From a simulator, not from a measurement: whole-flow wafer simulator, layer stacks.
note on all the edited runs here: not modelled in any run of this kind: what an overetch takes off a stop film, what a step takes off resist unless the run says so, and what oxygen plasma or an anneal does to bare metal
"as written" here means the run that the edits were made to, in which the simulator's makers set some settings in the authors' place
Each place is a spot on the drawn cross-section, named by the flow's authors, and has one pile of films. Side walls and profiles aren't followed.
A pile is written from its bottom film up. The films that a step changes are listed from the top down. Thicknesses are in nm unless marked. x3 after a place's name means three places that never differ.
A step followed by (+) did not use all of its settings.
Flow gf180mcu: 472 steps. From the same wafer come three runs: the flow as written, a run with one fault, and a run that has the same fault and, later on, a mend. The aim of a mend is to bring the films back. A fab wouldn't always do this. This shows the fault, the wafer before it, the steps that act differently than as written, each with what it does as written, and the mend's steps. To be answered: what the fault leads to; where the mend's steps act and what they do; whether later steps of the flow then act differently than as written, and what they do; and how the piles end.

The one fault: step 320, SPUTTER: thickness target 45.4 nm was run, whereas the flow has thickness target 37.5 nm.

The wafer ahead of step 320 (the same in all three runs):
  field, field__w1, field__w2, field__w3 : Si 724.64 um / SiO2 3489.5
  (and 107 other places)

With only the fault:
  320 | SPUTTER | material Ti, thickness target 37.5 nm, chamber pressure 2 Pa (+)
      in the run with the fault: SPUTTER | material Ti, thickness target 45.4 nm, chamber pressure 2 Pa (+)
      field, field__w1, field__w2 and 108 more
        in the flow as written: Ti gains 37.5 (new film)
        in the run with the fault: Ti gains 45.4 (new film)
  Steps further on in the flow that do not act as written:
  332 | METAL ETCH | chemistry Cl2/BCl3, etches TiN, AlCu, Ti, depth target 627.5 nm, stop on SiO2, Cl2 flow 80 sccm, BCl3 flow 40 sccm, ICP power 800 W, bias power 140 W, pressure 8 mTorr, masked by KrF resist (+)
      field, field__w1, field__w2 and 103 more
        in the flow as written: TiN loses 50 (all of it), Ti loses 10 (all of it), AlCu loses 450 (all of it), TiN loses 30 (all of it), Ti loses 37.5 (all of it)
        in the run with the fault: TiN loses 50 (all of it), Ti loses 10 (all of it), AlCu loses 450 (all of it), TiN loses 30 (all of it), Ti loses 45.4 (all of it)
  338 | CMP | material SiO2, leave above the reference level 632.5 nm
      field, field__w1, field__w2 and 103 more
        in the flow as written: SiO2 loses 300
        in the run with the fault: SiO2 loses 292.1
  At field__w8, contact, m1, m1__w1, m1_nw, the piles at the end differ from the flow's by more than 2% or 0.5 nm, whichever is larger.
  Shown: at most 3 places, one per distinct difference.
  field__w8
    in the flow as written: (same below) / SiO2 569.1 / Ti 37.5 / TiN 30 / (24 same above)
    in the run with the fault: (same below) / SiO2 569.1 / Ti 45.4 / TiN 30 / (24 same above)
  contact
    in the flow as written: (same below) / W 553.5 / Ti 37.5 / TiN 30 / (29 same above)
    in the run with the fault: (same below) / W 553.5 / Ti 45.4 / TiN 30 / (29 same above)

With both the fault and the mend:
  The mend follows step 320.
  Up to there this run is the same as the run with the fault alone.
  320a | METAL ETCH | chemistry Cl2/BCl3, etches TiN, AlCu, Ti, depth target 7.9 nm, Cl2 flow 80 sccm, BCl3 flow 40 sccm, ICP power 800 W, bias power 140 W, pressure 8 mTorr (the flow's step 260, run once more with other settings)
      field, field__w1, field__w2 and 108 more
        Ti loses 7.9
  None of the later steps of the flow acts differently than as written at any place that is followed.
  By the end, the piles equal the flow's at every place that both follow.
